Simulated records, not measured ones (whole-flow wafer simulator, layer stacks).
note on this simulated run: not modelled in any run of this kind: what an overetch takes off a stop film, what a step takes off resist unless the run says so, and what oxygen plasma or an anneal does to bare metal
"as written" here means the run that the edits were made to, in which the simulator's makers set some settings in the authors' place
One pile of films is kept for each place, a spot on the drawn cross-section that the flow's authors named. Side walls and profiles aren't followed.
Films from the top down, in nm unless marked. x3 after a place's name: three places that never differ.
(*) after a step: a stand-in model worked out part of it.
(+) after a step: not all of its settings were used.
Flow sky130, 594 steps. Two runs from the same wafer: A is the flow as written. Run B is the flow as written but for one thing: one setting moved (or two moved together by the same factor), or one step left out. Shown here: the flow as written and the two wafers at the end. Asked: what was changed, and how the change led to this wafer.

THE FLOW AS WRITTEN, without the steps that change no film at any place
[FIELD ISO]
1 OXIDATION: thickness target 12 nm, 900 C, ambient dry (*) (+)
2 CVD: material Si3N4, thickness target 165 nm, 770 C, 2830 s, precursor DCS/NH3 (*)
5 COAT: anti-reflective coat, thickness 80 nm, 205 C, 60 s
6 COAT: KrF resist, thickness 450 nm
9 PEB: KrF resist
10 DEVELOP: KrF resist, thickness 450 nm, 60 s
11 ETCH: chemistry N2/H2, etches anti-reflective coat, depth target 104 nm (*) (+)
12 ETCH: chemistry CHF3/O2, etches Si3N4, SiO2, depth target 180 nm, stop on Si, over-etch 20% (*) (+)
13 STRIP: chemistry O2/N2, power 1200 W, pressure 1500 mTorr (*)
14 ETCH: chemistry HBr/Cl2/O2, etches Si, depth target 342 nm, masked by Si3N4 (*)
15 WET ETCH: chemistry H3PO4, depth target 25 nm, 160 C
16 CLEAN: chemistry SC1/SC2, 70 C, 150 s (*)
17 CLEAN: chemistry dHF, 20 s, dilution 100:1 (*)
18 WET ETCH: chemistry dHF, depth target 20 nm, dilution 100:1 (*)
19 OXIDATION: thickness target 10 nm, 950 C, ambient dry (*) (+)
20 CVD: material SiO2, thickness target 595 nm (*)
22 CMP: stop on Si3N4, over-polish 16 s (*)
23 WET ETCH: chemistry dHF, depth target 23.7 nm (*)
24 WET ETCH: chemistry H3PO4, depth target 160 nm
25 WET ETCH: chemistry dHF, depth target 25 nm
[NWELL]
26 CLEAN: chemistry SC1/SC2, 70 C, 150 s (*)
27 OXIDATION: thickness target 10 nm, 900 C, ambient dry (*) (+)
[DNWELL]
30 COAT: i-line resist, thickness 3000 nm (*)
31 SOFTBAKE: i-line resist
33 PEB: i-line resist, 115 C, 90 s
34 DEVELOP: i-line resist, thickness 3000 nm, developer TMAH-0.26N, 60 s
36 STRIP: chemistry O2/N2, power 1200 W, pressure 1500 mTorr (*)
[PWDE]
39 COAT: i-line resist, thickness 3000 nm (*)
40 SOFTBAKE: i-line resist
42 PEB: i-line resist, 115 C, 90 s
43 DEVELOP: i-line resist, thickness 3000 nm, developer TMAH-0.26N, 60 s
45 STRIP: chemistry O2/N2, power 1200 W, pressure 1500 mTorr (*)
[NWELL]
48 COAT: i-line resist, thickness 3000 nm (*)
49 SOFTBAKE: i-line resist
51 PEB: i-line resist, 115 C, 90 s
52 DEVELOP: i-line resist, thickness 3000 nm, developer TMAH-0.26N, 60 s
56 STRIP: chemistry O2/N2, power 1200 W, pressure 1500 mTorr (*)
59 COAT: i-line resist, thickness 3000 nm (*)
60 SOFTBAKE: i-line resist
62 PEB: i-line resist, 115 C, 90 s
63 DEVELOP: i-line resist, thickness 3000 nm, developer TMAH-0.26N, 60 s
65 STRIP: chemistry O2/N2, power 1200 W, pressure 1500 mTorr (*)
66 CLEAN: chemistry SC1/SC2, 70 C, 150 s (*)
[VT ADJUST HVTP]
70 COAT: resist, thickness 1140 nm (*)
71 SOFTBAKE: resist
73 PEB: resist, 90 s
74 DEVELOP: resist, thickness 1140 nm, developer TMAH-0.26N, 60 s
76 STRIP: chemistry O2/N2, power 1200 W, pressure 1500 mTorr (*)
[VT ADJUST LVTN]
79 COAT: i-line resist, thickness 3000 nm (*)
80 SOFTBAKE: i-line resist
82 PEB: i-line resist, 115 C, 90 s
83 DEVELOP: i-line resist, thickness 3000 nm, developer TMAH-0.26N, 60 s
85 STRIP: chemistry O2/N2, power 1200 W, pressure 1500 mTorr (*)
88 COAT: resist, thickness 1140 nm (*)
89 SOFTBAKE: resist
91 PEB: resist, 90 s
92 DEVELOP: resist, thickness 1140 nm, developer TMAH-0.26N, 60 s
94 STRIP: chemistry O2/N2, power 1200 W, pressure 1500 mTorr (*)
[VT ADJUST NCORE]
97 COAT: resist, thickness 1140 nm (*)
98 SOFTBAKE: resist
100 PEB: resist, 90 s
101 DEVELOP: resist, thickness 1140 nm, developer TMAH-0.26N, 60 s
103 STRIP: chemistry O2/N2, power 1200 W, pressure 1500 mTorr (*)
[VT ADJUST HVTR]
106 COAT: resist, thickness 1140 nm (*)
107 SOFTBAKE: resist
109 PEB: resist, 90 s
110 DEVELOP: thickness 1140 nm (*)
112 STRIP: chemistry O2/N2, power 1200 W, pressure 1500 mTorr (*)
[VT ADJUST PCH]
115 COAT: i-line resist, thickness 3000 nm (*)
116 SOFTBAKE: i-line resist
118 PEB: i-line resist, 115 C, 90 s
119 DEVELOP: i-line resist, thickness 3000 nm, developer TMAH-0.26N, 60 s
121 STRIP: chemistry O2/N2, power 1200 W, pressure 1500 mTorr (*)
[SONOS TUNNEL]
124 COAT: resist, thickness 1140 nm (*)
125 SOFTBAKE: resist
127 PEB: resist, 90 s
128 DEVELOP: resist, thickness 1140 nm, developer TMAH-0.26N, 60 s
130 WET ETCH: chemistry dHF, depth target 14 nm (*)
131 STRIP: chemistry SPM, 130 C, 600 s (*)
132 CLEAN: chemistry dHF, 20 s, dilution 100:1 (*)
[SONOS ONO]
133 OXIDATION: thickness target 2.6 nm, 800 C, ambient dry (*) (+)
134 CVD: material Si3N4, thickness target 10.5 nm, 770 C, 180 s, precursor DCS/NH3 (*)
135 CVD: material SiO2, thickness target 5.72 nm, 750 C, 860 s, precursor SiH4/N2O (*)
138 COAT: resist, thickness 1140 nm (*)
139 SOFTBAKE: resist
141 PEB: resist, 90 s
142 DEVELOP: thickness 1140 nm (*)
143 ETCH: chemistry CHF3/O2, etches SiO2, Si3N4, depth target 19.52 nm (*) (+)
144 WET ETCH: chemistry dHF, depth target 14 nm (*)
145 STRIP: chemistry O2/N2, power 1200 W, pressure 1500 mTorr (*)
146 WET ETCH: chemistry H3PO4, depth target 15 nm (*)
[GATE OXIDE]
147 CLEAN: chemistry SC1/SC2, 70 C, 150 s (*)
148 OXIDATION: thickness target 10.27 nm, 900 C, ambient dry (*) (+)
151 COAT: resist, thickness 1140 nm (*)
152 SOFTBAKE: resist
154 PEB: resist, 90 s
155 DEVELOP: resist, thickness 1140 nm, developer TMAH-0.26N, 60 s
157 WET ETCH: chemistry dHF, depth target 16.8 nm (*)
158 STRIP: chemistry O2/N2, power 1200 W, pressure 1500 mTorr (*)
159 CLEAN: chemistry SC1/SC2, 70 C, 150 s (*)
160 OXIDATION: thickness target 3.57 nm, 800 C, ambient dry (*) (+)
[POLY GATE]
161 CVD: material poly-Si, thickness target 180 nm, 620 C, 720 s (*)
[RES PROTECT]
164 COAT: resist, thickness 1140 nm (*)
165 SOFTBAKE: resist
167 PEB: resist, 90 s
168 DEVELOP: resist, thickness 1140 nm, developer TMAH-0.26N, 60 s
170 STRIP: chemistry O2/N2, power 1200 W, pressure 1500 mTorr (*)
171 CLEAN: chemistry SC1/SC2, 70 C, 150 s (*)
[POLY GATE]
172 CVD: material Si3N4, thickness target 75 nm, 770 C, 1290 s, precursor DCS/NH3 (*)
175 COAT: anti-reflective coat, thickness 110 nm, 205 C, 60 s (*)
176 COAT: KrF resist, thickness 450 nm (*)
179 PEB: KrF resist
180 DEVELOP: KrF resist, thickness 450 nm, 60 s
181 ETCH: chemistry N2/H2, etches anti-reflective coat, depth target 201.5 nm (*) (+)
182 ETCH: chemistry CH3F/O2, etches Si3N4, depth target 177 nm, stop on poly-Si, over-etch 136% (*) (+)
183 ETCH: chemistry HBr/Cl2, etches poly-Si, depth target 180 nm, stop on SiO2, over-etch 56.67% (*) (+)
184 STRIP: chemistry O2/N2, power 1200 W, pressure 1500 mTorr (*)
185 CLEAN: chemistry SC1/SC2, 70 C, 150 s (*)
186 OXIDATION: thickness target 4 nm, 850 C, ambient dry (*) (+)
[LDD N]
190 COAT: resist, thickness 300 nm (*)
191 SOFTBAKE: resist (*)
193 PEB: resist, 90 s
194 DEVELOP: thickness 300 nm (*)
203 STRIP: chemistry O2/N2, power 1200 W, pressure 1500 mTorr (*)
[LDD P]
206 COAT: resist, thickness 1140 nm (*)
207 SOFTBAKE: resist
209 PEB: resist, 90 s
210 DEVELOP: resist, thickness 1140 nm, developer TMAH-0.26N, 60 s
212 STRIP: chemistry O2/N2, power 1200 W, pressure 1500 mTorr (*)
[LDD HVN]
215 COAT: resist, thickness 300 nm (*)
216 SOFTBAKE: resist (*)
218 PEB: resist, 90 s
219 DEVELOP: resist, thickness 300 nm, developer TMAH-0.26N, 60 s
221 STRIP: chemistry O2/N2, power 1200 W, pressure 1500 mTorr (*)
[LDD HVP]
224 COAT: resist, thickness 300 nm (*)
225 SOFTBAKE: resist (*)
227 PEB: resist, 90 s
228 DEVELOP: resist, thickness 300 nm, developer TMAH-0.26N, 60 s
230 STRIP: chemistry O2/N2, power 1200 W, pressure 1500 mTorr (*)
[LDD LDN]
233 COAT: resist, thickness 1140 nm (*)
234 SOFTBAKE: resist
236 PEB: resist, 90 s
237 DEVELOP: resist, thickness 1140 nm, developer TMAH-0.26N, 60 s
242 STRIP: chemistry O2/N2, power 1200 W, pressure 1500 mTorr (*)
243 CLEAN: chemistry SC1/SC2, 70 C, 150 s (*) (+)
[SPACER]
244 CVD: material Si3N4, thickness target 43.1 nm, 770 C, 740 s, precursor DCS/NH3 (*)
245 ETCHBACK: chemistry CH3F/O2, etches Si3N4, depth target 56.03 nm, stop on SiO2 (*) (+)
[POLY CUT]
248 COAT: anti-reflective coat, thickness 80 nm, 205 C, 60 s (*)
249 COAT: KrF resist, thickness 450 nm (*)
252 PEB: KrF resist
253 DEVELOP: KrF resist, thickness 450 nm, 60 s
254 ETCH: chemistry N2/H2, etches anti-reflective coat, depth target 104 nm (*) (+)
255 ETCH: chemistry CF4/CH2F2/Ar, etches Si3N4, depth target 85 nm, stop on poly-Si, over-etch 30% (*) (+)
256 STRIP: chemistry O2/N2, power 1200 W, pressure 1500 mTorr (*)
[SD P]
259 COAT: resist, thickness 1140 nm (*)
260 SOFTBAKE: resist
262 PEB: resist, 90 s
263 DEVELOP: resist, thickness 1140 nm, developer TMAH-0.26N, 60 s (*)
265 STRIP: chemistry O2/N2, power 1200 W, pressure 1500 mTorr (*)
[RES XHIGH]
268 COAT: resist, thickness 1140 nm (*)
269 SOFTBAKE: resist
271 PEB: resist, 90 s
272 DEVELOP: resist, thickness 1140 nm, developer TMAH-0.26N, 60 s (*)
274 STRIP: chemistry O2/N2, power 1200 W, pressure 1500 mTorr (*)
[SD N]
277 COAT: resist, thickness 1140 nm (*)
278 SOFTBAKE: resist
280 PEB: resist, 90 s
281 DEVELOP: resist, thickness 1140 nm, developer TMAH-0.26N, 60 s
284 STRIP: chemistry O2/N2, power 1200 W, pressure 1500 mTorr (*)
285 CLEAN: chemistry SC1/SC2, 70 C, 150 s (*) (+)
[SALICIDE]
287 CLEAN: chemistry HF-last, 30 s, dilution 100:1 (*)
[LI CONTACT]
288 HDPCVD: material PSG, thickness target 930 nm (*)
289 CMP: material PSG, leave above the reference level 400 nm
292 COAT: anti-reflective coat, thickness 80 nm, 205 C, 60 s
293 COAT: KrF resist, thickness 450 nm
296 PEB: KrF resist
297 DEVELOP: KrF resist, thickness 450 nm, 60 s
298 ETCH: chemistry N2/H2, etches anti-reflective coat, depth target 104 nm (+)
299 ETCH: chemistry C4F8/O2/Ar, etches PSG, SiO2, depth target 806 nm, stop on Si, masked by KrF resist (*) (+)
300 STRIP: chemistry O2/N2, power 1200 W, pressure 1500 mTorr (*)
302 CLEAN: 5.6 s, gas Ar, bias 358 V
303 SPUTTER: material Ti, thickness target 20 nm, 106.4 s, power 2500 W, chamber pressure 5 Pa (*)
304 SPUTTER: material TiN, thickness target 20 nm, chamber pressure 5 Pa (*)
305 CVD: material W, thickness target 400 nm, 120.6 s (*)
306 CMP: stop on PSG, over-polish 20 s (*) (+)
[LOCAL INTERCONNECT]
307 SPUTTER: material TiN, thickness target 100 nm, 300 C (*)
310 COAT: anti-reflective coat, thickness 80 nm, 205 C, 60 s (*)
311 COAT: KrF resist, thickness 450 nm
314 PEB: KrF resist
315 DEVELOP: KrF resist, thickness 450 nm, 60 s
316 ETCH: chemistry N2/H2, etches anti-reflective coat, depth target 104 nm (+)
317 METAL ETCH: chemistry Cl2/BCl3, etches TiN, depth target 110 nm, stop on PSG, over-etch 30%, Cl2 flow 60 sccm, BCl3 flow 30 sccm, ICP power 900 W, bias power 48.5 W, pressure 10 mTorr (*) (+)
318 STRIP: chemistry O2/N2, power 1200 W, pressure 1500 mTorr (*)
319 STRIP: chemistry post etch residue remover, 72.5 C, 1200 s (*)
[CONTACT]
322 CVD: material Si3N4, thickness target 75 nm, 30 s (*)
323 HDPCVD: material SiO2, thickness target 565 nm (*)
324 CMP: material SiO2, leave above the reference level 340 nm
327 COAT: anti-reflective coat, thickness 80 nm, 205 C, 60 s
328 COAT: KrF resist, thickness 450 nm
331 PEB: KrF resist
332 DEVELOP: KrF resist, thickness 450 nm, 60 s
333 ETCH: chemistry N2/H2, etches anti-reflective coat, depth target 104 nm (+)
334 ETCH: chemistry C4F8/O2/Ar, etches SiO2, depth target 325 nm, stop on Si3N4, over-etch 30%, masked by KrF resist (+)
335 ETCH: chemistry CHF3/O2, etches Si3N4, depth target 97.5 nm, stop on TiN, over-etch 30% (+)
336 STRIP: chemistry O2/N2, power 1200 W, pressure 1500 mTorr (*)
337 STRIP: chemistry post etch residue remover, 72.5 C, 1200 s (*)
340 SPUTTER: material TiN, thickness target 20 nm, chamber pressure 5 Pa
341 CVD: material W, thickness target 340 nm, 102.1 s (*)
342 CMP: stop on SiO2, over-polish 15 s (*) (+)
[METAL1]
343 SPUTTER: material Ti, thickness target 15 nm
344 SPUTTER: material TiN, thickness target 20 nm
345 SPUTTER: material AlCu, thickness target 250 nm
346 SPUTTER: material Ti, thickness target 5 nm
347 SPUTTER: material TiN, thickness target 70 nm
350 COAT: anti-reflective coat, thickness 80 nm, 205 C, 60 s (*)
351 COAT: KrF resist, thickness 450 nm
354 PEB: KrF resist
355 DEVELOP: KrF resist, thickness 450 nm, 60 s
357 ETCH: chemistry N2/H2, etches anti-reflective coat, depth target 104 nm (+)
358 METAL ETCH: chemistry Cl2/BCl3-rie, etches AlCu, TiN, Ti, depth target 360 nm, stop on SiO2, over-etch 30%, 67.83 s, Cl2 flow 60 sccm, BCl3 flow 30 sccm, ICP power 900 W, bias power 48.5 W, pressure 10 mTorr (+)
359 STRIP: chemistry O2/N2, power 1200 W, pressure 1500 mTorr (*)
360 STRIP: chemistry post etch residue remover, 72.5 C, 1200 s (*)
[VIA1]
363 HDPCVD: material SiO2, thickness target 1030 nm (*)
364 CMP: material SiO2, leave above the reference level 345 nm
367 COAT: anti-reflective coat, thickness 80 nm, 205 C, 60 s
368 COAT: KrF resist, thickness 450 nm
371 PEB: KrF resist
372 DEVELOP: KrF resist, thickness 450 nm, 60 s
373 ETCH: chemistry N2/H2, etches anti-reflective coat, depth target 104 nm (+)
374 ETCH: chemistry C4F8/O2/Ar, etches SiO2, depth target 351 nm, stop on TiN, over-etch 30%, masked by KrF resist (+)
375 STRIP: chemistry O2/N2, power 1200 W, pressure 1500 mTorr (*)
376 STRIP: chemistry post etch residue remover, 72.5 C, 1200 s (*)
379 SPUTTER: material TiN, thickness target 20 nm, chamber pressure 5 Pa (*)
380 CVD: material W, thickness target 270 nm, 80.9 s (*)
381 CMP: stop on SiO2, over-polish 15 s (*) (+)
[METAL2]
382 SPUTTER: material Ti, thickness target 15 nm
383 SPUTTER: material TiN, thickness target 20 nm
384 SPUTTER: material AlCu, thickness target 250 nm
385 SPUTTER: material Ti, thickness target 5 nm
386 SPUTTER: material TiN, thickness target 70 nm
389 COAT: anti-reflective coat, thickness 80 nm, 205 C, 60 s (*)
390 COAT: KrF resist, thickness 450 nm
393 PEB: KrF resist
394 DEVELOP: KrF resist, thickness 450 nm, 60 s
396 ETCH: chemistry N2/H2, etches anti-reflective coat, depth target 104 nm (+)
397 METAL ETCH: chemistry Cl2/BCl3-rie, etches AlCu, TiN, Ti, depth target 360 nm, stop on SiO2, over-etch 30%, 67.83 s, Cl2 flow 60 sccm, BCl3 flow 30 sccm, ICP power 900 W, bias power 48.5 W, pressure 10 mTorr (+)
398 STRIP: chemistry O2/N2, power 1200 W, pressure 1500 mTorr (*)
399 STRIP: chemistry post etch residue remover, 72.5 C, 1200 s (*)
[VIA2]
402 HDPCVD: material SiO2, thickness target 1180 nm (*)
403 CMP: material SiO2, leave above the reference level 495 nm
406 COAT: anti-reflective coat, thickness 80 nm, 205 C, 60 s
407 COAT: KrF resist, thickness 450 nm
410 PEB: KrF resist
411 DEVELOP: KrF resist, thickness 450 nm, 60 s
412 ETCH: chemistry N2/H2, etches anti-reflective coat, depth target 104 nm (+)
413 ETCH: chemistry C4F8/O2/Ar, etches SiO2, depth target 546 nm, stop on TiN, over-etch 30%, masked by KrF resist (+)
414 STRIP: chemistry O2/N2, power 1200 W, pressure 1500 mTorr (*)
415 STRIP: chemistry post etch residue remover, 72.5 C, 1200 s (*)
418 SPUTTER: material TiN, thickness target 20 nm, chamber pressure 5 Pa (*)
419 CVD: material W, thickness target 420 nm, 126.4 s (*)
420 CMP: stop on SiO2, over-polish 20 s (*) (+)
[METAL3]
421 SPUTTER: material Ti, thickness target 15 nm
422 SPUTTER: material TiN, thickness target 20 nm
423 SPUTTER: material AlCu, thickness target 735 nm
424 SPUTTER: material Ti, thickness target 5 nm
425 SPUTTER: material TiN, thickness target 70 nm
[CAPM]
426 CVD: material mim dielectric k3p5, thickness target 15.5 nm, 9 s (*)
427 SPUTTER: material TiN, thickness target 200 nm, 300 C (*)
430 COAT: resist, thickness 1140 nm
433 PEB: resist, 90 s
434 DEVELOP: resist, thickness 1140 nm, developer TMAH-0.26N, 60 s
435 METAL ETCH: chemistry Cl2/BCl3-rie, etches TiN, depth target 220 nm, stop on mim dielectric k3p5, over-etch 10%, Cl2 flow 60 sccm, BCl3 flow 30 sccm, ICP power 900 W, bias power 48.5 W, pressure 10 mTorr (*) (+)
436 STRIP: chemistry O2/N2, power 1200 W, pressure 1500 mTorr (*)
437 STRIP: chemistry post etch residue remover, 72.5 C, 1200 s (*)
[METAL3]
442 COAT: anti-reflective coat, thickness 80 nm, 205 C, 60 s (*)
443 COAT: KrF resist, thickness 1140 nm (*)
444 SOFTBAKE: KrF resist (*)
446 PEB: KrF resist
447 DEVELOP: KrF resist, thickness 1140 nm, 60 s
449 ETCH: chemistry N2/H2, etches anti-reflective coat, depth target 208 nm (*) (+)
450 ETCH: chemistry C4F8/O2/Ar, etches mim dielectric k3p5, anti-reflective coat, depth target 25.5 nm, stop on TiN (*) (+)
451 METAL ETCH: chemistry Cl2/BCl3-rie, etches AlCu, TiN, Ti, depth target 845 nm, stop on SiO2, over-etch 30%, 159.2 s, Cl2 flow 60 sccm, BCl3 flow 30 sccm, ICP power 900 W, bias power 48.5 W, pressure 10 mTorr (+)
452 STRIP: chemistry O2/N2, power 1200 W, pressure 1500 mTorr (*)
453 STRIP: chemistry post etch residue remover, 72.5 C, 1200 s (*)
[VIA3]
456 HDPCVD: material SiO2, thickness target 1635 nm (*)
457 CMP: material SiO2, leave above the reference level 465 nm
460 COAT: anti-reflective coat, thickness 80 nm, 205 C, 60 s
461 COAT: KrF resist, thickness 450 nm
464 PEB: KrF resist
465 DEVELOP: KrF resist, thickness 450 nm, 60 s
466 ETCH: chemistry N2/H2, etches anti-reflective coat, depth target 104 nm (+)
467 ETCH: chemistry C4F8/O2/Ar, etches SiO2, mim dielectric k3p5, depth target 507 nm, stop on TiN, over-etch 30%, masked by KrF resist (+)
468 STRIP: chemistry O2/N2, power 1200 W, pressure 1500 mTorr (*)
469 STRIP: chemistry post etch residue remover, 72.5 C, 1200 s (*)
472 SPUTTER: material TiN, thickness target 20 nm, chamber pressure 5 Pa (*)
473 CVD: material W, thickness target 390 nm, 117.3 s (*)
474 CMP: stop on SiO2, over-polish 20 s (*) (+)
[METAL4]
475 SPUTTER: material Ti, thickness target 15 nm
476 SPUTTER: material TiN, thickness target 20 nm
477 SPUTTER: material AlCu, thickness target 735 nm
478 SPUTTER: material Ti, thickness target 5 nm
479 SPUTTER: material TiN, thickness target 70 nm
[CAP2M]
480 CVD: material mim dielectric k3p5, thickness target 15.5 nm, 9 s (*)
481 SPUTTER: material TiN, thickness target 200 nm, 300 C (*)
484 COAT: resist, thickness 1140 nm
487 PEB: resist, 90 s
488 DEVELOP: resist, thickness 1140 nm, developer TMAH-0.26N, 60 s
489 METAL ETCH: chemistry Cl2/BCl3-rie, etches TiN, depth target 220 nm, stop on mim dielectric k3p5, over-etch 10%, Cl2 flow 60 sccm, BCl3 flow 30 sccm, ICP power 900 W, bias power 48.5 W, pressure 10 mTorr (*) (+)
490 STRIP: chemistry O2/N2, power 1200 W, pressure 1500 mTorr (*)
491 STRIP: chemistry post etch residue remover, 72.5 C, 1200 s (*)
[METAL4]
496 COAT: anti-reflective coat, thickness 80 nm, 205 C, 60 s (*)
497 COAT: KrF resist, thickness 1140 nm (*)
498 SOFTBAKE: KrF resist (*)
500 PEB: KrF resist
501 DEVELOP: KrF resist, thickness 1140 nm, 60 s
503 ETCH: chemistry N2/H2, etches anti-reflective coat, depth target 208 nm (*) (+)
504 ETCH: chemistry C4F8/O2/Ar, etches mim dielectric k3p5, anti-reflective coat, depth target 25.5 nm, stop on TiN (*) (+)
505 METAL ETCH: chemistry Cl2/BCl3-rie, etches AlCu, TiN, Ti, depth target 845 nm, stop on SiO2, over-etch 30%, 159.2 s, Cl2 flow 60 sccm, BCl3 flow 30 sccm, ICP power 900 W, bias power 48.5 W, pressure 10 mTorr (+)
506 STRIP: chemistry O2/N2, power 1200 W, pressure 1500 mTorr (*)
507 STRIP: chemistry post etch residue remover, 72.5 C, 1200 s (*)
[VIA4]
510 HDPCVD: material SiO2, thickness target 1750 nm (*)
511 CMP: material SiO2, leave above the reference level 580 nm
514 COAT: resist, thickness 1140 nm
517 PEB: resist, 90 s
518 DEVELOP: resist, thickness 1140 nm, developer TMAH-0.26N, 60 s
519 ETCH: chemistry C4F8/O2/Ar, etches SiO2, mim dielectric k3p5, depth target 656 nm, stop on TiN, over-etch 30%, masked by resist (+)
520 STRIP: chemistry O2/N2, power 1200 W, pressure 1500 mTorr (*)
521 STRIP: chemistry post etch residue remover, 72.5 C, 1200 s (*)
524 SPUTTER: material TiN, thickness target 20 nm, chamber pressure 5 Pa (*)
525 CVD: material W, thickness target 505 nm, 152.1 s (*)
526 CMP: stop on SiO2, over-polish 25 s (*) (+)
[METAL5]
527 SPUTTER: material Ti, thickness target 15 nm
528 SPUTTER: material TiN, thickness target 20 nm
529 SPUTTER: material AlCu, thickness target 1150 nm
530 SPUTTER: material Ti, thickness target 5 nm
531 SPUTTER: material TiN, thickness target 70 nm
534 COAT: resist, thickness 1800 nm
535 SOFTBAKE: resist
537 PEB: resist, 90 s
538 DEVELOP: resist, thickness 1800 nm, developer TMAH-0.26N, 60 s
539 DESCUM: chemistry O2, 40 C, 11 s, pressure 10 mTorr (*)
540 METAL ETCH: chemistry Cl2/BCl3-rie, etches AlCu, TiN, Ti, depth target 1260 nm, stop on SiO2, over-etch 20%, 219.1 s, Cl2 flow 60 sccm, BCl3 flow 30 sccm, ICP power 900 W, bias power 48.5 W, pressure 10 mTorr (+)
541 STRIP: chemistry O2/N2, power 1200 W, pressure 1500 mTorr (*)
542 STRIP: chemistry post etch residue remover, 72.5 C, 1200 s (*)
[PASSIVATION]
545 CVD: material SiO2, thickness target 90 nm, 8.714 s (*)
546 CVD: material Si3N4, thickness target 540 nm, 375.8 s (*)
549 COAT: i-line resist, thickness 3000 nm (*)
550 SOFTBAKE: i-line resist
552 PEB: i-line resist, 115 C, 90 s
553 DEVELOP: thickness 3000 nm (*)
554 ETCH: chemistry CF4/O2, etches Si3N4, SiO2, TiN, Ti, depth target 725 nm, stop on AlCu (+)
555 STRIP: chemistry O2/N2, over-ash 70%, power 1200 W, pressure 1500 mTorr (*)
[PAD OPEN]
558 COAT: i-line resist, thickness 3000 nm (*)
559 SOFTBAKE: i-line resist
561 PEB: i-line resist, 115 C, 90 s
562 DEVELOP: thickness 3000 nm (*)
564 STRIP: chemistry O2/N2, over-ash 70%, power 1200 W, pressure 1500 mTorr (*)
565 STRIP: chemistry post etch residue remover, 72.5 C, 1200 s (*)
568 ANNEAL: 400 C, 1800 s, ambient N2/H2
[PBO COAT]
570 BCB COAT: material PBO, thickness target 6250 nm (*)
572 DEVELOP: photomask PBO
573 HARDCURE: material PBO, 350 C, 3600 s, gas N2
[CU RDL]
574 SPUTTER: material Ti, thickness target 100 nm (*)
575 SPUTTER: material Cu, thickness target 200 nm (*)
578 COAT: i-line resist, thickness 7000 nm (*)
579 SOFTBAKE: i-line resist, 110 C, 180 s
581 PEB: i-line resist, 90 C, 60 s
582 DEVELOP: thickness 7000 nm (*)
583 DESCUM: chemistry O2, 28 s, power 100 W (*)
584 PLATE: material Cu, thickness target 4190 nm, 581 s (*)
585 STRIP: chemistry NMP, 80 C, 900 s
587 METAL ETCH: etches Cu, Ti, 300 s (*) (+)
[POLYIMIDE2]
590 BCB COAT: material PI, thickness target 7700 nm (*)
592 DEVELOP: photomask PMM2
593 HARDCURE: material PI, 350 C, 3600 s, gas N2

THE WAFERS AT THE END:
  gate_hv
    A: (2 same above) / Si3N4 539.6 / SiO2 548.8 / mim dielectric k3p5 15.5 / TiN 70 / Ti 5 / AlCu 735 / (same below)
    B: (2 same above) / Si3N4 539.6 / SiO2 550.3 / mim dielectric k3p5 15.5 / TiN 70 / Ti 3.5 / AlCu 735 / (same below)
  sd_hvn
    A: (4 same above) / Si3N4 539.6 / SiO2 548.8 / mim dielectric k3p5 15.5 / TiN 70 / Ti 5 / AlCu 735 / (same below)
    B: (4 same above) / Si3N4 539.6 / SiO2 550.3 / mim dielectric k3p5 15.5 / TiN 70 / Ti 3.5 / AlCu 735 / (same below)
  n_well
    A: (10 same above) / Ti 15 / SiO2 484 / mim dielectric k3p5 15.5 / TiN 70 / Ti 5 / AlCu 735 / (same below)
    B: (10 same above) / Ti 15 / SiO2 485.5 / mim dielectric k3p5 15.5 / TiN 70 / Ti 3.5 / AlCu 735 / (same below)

The cause: step 478, SPUTTER: thickness target 3.5 nm was run, where the flow has thickness target 5 nm.
It can be read off the wafer: gate_hv has Ti 3.5, and step 478 as written asks for 5 nm.

How the change led to this, step by step:
  478 SPUTTER: material Ti, thickness target 5 nm
      field, active, n_well and 189 more: A Ti +5 (new film) | B Ti +3.5 (new film)
  505 METAL ETCH: chemistry Cl2/BCl3-rie, etches AlCu, TiN, Ti, depth target 845 nm, stop on SiO2, over-etch 30%, 159.2 s, Cl2 flow 60 sccm, BCl3 flow 30 sccm, ICP power 900 W, bias power 48.5 W, pressure 10 mTorr (+)
      field, active, gate and 70 more: A TiN -70 (all of it), Ti -5 (all of it), AlCu -735 (all of it), TiN -20 (all of it), Ti -15 (all of it), SiO2 -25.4 | B TiN -70 (all of it), Ti -3.5 (all of it), AlCu -735 (all of it), TiN -20 (all of it), Ti -15 (all of it), SiO2 -25.5
      vpp_iso1, mim_edge_plate, m1_ln and 12 more: A TiN -70 (all of it), Ti -5 (all of it), AlCu -735 (all of it), TiN -20 (all of it), Ti -15 (all of it), SiO2 -25.3 | B TiN -70 (all of it), Ti -3.5 (all of it), AlCu -735 (all of it), TiN -20 (all of it), Ti -15 (all of it), SiO2 -25.5
